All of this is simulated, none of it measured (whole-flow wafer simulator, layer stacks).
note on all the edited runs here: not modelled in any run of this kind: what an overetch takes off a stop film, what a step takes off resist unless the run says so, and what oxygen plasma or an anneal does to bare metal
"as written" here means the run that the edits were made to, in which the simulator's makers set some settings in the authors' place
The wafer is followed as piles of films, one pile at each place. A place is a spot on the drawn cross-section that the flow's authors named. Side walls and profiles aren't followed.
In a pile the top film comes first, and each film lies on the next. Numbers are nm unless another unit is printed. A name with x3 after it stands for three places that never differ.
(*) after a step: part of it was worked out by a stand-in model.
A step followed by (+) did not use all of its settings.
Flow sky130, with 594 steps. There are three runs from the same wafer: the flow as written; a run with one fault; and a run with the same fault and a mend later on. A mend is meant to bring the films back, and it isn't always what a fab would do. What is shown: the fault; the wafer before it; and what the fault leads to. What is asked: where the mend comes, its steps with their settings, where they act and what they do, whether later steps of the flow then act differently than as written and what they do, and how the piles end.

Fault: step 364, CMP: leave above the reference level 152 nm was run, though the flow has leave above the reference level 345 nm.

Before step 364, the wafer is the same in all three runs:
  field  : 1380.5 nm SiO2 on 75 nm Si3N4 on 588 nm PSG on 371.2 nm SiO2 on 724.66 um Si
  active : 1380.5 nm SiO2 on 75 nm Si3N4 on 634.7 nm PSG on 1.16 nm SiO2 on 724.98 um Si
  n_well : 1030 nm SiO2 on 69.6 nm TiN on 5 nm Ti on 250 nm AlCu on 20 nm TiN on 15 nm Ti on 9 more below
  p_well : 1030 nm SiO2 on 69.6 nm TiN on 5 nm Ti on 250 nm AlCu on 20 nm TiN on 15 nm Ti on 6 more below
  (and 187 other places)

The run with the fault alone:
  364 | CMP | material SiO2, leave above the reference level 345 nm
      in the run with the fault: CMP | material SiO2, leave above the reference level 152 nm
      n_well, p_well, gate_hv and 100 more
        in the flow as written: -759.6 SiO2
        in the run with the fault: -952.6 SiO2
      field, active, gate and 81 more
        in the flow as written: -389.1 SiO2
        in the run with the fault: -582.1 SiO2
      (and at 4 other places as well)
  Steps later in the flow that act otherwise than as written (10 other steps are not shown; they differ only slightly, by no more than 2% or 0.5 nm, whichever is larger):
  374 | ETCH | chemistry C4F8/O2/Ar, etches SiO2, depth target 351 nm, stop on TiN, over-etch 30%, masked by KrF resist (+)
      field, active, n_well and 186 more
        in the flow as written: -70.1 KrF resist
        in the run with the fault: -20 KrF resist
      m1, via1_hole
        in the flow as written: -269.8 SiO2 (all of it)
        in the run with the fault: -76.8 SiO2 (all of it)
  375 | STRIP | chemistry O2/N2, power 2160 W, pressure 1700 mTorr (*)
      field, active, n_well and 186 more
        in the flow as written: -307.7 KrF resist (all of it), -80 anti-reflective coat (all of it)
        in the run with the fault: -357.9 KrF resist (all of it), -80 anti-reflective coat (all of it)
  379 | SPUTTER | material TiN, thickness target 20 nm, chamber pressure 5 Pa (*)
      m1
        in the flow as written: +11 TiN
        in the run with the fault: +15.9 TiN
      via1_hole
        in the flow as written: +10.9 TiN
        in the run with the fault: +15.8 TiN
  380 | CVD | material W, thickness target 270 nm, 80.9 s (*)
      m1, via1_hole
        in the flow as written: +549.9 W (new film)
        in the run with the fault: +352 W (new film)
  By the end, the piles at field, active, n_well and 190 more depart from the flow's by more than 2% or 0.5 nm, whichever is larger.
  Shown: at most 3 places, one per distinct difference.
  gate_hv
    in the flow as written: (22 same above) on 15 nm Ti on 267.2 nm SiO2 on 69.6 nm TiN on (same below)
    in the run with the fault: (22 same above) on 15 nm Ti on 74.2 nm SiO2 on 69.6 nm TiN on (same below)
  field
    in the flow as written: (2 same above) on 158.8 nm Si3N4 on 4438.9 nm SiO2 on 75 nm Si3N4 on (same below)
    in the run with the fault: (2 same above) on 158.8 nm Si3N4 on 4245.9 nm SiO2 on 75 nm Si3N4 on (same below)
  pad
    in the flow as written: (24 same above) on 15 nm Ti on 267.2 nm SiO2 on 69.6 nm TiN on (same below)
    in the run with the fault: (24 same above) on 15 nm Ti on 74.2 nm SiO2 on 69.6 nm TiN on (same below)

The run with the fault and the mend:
  The mend follows step 364.
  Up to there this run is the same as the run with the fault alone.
  364a | HDPCVD | thickness target 193 nm (*) (a further turn of the flow's step 363, with different settings)
      field, active, n_well and 188 more
        +193 SiO2
  None of the later steps of the flow differs from how it acts as written, at any place that is followed, by more than 2% or 0.5 nm, whichever is larger.
  The piles end the same as the flow's at every place that both follow.
